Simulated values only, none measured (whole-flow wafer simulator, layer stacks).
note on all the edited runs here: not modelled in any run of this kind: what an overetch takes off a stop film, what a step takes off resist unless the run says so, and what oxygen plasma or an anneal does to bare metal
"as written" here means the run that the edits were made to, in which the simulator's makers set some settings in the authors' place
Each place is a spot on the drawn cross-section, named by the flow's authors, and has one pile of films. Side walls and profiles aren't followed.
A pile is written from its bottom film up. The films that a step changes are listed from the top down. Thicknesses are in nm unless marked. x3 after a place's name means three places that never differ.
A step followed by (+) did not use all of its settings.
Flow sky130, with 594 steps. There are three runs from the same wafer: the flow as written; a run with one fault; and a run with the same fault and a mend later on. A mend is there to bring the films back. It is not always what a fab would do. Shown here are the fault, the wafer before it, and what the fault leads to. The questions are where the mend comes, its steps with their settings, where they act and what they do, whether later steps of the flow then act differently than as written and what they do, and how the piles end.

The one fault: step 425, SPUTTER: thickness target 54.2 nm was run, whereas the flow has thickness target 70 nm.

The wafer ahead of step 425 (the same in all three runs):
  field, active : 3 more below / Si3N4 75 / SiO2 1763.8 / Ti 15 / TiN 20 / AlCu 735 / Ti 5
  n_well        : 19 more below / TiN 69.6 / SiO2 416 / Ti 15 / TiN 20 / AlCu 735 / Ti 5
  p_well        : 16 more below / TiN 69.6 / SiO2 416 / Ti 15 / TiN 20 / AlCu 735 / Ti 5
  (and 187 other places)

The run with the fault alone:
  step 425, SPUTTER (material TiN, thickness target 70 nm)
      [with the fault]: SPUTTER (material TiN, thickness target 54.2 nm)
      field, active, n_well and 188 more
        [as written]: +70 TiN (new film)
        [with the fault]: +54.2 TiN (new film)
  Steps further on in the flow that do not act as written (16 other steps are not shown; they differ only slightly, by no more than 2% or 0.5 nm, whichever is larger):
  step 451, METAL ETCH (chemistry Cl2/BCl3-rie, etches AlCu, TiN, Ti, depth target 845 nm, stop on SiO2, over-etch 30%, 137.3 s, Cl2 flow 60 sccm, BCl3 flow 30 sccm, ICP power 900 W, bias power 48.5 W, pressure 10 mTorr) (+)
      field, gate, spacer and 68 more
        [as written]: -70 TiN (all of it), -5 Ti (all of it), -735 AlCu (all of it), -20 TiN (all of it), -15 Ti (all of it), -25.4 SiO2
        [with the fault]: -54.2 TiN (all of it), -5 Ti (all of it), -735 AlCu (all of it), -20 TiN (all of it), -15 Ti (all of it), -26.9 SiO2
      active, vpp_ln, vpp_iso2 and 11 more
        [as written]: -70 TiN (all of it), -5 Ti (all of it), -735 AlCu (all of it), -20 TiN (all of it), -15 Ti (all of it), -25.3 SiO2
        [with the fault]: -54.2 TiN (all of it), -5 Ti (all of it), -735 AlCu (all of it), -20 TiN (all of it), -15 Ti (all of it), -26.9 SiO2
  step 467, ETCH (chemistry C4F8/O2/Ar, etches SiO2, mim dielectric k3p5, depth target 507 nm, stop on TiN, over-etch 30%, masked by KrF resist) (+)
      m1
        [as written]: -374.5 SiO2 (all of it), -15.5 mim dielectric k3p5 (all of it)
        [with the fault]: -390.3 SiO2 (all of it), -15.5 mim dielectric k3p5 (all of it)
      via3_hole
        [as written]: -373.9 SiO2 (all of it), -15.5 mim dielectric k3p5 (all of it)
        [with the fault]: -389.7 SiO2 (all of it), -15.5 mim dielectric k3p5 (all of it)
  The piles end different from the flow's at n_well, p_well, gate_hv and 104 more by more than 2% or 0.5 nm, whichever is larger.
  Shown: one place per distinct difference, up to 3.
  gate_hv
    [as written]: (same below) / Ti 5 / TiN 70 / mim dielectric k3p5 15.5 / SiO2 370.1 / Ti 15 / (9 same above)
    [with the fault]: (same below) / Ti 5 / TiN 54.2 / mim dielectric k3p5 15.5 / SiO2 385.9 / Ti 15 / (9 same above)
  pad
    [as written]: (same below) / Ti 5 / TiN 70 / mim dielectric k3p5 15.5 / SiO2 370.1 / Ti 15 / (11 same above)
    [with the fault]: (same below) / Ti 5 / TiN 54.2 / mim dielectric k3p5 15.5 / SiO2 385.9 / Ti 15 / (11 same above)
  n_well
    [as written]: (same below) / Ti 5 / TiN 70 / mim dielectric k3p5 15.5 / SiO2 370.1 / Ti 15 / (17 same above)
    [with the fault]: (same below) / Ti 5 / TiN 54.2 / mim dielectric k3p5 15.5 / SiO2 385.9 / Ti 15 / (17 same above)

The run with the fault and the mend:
  The mend stands after step 425.
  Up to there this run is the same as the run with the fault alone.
  step 425a, SPUTTER (material TiN, thickness target 15.8 nm) (the flow's step 425, run once more with other settings)
      field, active, n_well and 188 more
        +15.8 TiN
  Every later step of the flow that is run acts as written at every place that is followed.
  At every place that both follow, the piles at the end match the flow's.
